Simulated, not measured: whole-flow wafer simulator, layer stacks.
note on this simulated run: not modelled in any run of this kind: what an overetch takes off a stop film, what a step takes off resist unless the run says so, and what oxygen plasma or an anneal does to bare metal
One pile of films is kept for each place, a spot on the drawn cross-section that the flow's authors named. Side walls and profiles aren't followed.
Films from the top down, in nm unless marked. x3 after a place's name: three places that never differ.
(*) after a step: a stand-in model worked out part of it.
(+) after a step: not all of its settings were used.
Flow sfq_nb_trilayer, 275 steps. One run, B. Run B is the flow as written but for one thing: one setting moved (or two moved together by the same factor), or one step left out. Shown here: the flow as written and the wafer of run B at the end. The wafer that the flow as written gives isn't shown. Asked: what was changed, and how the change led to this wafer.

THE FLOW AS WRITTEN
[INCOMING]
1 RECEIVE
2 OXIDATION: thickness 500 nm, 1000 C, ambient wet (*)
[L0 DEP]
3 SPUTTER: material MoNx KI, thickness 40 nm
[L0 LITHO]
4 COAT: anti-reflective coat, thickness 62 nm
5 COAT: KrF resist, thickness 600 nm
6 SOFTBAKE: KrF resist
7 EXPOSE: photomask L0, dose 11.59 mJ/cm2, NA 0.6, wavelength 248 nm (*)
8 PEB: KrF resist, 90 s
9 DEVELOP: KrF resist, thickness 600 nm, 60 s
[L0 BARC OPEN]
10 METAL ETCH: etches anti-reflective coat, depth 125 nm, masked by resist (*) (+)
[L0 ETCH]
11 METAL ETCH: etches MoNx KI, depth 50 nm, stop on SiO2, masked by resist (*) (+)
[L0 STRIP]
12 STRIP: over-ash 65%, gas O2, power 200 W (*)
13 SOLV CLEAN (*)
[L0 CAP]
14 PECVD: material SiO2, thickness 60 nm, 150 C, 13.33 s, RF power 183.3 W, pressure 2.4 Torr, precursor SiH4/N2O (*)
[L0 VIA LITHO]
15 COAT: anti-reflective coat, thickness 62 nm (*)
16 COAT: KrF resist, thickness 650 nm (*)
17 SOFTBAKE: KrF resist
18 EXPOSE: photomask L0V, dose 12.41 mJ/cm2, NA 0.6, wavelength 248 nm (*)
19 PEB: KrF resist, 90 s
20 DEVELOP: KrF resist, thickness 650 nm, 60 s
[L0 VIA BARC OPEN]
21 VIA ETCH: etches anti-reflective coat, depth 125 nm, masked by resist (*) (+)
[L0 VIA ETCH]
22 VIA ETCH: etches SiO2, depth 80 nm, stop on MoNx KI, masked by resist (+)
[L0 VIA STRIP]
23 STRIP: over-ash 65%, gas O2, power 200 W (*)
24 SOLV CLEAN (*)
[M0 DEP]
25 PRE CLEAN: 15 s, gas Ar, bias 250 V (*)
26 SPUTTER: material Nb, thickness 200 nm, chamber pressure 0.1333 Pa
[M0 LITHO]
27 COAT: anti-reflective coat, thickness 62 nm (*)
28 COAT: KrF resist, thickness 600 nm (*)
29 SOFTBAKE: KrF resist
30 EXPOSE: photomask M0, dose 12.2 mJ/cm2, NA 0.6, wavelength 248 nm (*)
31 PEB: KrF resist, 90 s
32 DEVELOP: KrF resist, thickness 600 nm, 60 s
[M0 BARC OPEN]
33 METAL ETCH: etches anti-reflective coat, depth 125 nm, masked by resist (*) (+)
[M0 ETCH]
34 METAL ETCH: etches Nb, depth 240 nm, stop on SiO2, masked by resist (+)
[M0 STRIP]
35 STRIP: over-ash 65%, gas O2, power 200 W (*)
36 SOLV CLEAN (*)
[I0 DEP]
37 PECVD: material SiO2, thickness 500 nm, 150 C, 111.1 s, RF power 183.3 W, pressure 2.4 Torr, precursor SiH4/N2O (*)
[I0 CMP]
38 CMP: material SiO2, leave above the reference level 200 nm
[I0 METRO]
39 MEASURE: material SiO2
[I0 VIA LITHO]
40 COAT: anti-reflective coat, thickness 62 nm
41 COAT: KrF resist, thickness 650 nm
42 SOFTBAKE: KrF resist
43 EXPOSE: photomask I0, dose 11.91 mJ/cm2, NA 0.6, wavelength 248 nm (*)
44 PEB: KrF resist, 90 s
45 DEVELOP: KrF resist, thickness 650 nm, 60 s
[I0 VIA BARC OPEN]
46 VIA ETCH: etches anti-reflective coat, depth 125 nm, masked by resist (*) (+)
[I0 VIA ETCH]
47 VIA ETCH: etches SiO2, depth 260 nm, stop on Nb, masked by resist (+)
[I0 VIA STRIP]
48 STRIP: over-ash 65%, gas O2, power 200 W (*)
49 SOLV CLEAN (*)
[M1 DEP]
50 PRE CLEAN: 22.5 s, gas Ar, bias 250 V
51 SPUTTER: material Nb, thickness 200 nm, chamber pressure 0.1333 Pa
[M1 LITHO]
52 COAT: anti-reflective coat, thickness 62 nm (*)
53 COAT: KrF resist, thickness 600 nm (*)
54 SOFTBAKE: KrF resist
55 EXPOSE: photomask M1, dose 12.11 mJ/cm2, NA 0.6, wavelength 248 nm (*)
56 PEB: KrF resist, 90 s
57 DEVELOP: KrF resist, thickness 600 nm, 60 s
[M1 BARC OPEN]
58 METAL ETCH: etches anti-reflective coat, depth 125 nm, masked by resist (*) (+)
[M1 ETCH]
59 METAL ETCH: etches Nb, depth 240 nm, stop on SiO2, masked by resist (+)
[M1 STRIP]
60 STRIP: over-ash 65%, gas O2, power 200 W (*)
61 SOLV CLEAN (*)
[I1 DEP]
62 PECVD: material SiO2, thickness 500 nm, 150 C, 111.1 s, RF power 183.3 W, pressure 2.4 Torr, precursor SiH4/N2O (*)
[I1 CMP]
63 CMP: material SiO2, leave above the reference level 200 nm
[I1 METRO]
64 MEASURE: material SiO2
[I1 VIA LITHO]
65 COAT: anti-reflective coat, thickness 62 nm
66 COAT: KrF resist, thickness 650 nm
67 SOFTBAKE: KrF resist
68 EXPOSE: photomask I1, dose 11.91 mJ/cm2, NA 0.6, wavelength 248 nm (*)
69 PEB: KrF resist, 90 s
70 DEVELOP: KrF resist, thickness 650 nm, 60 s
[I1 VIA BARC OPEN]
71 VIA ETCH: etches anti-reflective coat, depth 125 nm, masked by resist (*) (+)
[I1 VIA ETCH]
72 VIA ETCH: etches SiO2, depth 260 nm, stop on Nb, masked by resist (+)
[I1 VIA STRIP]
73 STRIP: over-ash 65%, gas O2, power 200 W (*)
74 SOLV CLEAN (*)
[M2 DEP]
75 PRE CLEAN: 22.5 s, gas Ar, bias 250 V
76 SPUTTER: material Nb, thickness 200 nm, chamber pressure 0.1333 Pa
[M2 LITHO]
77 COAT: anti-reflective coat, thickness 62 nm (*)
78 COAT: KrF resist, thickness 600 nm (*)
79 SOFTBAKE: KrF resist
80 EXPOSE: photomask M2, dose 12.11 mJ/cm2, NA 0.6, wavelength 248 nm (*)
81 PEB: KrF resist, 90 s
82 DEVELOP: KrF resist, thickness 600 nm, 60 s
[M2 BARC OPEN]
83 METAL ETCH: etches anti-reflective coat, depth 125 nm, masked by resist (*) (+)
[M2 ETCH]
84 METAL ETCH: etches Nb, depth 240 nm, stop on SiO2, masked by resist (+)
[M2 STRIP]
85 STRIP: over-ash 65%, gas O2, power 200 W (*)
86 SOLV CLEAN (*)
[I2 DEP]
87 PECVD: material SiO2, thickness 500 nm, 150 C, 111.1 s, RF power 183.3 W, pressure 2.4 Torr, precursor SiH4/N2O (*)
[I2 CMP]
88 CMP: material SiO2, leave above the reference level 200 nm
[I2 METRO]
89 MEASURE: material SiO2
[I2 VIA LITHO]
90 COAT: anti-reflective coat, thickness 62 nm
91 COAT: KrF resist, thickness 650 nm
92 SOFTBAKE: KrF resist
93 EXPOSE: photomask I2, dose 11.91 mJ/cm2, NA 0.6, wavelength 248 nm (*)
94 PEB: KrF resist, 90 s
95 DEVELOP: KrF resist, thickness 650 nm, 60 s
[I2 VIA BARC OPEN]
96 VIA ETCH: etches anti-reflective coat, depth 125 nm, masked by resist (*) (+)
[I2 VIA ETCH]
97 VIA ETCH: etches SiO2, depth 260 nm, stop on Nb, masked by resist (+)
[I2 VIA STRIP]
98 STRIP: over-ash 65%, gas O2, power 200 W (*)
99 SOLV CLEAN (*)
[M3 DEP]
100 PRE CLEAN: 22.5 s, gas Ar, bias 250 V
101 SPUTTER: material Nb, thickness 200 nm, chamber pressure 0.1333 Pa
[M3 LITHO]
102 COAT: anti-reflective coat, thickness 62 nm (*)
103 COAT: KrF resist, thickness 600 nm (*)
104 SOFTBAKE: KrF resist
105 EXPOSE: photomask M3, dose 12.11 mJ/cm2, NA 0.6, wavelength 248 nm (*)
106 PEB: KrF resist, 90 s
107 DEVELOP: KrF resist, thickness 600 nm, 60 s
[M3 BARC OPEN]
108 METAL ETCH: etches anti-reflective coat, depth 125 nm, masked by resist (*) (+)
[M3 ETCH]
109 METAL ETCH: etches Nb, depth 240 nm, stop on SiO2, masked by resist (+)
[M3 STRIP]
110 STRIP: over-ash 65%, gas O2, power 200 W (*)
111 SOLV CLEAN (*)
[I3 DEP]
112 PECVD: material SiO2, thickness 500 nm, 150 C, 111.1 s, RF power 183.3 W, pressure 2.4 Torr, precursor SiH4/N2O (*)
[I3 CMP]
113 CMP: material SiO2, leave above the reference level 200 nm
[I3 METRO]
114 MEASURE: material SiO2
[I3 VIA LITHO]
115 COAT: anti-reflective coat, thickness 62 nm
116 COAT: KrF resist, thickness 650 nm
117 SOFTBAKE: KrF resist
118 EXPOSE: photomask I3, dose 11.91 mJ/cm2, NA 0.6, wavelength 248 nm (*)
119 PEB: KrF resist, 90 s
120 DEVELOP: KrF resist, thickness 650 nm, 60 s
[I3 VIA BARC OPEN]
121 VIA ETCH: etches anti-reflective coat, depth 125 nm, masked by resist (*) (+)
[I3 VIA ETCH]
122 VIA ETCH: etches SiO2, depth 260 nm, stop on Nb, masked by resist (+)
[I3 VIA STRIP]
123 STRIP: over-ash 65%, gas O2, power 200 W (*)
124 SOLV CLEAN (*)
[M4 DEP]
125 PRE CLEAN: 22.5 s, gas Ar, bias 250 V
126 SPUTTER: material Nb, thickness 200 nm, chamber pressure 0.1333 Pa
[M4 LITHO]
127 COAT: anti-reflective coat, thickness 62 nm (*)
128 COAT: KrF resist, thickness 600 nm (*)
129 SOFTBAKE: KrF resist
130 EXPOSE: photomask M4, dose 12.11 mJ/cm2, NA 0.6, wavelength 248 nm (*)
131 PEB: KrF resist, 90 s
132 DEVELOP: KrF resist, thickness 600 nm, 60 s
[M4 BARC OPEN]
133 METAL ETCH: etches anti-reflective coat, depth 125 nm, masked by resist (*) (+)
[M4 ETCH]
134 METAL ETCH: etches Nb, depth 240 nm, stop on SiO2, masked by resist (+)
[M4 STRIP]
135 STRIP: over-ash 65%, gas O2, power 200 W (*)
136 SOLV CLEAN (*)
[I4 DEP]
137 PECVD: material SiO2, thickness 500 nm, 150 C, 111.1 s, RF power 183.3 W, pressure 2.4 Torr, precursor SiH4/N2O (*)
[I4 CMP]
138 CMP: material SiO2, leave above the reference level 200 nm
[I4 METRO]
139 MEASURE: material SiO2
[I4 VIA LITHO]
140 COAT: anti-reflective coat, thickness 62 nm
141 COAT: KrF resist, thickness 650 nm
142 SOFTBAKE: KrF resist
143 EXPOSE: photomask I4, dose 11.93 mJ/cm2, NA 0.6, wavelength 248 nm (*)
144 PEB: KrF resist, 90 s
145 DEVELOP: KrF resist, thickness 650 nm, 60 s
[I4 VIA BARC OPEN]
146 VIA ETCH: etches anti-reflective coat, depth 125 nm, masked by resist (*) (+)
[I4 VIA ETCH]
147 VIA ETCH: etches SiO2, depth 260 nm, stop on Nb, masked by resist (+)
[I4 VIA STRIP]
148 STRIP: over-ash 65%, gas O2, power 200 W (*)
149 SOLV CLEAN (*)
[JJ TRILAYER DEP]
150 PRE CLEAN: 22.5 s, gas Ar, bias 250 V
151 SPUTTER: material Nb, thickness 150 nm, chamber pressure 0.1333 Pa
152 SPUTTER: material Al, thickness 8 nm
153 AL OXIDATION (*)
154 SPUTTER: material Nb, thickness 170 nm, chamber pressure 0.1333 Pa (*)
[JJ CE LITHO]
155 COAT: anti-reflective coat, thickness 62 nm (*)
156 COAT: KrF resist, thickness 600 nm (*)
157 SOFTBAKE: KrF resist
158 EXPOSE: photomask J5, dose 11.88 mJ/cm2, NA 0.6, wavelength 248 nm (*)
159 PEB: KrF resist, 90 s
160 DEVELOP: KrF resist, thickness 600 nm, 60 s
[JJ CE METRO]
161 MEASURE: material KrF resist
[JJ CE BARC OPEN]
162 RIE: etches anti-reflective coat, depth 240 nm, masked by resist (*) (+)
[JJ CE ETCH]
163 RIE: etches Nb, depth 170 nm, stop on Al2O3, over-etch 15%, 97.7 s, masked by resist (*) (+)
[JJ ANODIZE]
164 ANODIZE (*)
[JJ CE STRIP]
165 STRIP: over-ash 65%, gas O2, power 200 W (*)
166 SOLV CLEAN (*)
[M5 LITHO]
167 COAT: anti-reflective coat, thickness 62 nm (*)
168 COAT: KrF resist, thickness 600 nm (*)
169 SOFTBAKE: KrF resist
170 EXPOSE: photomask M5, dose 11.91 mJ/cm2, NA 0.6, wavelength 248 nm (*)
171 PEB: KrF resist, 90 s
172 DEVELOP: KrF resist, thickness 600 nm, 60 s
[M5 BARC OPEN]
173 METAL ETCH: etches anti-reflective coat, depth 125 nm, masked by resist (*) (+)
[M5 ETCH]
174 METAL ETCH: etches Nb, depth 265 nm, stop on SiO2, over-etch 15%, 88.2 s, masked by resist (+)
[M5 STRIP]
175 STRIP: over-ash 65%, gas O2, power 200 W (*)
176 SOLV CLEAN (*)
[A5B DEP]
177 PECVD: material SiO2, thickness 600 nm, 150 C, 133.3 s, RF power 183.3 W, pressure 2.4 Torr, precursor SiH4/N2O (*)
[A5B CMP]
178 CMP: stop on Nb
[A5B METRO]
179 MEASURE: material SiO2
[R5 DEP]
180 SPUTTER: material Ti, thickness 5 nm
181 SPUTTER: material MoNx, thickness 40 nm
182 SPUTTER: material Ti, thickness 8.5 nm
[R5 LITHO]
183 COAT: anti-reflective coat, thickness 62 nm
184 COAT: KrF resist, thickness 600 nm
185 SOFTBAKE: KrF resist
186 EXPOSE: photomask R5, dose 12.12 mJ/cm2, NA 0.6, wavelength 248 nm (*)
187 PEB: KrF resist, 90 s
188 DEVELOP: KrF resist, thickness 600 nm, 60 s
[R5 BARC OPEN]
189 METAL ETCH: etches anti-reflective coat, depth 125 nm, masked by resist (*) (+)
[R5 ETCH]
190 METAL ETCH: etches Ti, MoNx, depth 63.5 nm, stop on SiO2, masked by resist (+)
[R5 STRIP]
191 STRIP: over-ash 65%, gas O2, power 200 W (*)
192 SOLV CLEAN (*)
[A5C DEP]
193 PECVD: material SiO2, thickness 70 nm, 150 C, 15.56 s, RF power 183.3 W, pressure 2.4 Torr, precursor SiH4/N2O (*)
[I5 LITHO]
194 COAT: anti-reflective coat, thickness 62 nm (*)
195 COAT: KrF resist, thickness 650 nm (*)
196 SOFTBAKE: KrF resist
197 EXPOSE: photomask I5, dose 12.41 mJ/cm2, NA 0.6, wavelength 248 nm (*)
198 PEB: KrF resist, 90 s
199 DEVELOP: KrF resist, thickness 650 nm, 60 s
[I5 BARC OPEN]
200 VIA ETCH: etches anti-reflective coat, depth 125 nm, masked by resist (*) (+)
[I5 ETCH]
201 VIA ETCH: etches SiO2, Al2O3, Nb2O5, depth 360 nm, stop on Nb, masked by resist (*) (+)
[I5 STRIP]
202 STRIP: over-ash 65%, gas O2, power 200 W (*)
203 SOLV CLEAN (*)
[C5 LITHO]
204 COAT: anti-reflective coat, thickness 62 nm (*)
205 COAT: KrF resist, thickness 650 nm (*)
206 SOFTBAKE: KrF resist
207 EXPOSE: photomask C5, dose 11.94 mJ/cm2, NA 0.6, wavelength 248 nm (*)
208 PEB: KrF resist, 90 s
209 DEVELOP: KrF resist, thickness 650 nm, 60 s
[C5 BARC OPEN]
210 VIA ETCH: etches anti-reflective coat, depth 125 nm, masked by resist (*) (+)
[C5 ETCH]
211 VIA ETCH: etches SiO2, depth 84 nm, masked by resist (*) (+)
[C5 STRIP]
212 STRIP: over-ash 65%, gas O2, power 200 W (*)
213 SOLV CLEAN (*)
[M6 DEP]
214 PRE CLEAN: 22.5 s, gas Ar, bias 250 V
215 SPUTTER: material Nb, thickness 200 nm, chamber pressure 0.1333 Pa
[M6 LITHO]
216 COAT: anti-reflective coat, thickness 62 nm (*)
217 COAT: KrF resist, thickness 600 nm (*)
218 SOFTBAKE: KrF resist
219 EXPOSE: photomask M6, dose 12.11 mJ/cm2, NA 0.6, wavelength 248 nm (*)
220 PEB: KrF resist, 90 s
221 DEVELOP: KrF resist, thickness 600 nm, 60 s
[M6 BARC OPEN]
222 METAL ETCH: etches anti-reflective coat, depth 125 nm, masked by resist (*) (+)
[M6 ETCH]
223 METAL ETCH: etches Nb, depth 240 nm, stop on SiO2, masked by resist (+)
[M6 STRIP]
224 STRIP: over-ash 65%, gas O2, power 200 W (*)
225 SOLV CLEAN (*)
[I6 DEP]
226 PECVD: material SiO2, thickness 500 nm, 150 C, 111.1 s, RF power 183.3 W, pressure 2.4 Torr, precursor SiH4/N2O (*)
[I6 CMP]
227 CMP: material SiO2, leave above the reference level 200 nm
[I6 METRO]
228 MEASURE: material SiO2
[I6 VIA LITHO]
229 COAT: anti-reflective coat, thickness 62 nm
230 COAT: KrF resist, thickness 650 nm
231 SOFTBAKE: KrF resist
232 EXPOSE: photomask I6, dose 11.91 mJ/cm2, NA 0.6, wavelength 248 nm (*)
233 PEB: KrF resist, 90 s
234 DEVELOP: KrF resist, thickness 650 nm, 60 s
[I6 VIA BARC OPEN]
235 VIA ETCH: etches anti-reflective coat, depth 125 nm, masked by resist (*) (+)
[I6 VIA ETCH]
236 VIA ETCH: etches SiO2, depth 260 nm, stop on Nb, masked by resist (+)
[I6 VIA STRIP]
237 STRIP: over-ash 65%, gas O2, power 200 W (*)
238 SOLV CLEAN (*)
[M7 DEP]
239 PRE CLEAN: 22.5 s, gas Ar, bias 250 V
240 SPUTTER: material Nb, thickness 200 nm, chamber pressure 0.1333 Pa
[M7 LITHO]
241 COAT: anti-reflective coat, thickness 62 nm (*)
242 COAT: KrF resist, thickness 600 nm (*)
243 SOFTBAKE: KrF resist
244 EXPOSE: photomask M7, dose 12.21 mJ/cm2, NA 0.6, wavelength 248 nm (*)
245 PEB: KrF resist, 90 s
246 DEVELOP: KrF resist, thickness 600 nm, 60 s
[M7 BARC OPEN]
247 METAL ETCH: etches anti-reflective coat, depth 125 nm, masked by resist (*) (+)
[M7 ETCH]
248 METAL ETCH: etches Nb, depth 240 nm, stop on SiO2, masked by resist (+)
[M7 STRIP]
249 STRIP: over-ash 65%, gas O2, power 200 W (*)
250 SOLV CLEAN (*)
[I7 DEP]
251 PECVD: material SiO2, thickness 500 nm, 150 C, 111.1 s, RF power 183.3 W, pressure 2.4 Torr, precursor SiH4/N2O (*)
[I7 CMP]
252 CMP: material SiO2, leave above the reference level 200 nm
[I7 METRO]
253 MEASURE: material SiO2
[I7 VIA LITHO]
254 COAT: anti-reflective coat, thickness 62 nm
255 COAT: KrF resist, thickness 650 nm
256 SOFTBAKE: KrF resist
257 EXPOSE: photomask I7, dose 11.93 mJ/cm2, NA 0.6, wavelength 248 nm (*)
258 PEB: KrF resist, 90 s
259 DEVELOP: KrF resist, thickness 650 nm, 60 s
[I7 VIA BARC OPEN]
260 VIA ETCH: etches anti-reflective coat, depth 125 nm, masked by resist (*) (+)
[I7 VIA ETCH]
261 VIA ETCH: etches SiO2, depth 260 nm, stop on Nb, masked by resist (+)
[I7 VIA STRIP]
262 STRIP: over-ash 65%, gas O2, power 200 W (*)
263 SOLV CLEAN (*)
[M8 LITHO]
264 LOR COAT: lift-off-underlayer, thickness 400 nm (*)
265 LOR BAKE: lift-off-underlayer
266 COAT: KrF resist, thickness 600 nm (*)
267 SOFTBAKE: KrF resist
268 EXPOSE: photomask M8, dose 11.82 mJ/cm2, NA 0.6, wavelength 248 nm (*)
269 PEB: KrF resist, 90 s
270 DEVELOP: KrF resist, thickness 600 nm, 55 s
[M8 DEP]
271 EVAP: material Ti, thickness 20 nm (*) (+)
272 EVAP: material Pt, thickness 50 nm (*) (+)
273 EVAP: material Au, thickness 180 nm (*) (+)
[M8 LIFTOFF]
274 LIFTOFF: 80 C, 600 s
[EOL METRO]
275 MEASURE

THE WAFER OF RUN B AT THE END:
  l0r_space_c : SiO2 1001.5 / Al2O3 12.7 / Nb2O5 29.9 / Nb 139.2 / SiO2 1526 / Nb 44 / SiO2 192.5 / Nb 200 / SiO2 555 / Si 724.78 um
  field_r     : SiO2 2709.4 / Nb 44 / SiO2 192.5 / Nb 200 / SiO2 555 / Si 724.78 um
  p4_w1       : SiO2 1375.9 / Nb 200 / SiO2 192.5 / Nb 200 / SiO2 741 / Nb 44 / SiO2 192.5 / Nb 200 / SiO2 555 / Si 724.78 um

The cause: step 59, METAL ETCH: depth 156 nm was run, where the flow has depth 240 nm.

How the change led to this, step by step:
  59 METAL ETCH: etches Nb, depth 240 nm, stop on SiO2, masked by resist (+)
      field_l, be, be_sur and 79 more: Nb -156 (as written it would be: Nb -200 (all of it))
      v_sur, via_wl, via_w and 21 more: KrF resist -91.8 (as written it would be: KrF resist -141.2)
  60 STRIP: over-ash 65%, gas O2, power 200 W (*)
      wl_j_sl, wl_jj, wl_j_sr and 13 more: KrF resist -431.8 (all of it), anti-reflective coat -62 (all of it) (as written it would be: KrF resist -382.4 (all of it), anti-reflective coat -62 (all of it))
      v_sur: KrF resist -415.3 (all of it), anti-reflective coat -61.1 (all of it) (as written it would be: KrF resist -365.9 (all of it), anti-reflective coat -61.1 (all of it))
      (and at 7 more places)
  62 PECVD: material SiO2, thickness 500 nm, 150 C, 111.1 s, RF power 183.3 W, pressure 2.4 Torr, precursor SiH4/N2O (*)
      field_l, be, be_sur and 72 more: SiO2 +500 (new film) (as written it would be: SiO2 +500)
      lsp_m, ln_m6, lsp_r, l0_sur, l0v: SiO2 +500 (new film) (as written it would be: SiO2 +494.9)
      (and at 2 more places)
  63 CMP: material SiO2, leave above the reference level 200 nm
      field_l, be, be_sur and 72 more: SiO2 -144 (as written it would be: SiO2 -100)
      lsp_m, ln_m6, lsp_r, l0_sur, l0v: SiO2 -144 (as written it would be: SiO2 -94.9)
Counting metal films that touch as one body, l0r_space_c has 3 bodies (between them, from the top down: SiO2 1526; SiO2 192.5); the flow as written gives 2 bodies (between them, from the top down: SiO2 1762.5).
Counting metal films that touch as one body, field_r has 2 bodies (between them, from the top down: SiO2 192.5); the flow as written gives 1 body.
Counting metal films that touch as one body, p4_w1 has 4 bodies (between them, from the top down: SiO2 192.5; SiO2 741; SiO2 192.5); the flow as written gives 3 bodies (between them, from the top down: SiO2 192.5; SiO2 977.5).
